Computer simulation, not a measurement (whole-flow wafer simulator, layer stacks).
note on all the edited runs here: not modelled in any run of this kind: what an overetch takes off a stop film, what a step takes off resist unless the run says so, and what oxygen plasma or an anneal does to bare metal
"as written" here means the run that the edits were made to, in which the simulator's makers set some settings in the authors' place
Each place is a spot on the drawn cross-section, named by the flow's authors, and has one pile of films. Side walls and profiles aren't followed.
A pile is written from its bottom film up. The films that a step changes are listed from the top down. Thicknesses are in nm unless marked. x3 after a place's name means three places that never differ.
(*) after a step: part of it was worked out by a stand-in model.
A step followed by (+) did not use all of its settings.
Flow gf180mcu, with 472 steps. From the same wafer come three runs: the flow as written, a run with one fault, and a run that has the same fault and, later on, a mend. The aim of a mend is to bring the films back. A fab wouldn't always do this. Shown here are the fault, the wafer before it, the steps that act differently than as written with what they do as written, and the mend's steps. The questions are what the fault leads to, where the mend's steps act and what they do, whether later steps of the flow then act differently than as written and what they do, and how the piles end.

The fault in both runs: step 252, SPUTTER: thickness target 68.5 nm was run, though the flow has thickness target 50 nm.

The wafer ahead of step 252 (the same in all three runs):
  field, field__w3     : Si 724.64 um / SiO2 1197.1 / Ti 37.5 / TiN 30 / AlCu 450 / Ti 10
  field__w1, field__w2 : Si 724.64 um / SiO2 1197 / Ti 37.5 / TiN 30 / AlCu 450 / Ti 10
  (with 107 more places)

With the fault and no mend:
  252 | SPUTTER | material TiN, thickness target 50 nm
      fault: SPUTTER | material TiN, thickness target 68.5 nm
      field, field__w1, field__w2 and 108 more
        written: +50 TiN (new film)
        fault: +68.5 TiN (new film)
  Steps later in the flow that act otherwise than as written (3 more steps, not shown, differ only slightly: by at most 2% or 0.5 nm, whichever is larger):
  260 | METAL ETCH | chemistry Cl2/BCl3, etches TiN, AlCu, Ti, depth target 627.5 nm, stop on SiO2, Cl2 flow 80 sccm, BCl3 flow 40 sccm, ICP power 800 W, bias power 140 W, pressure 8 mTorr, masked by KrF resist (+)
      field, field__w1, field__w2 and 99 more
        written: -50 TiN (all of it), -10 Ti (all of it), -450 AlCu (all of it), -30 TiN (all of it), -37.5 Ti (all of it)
        fault: -68.5 TiN (all of it), -10 Ti (all of it), -450 AlCu (all of it), -30 TiN (all of it), -37.5 Ti (all of it)
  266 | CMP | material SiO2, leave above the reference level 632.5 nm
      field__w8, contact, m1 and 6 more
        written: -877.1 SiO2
        fault: -895.6 SiO2
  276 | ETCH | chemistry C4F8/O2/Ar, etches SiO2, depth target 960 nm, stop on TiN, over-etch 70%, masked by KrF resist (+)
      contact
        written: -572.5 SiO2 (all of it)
        fault: -554 SiO2 (all of it)
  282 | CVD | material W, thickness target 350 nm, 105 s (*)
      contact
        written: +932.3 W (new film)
        fault: +913.6 W (new film)
  The piles end different from the flow's at field__w8, contact, m1 and 6 more by more than 2% or 0.5 nm, whichever is larger.
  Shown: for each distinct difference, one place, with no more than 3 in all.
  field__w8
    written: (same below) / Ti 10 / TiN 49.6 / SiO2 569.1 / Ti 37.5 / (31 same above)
    fault: (same below) / Ti 10 / TiN 68.1 / SiO2 550.6 / Ti 37.5 / (31 same above)
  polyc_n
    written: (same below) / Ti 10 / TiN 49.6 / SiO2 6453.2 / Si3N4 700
    fault: (same below) / Ti 10 / TiN 68.1 / SiO2 6434.7 / Si3N4 700
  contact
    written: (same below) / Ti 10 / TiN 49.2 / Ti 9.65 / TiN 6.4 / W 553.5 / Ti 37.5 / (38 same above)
    fault: (same below) / Ti 10 / TiN 67.7 / Ti 9.76 / TiN 6.47 / W 534.8 / Ti 37.5 / (38 same above)

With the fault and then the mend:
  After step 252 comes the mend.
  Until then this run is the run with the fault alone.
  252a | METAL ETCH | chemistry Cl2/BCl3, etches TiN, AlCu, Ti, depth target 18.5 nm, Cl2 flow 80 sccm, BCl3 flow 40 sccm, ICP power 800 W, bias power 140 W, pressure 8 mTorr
      field, field__w1, field__w2 and 108 more
        -18.5 TiN
  Later steps of the flow that are run all act as written at every place that is followed.
  By the end, the piles equal the flow's at every place that both follow.
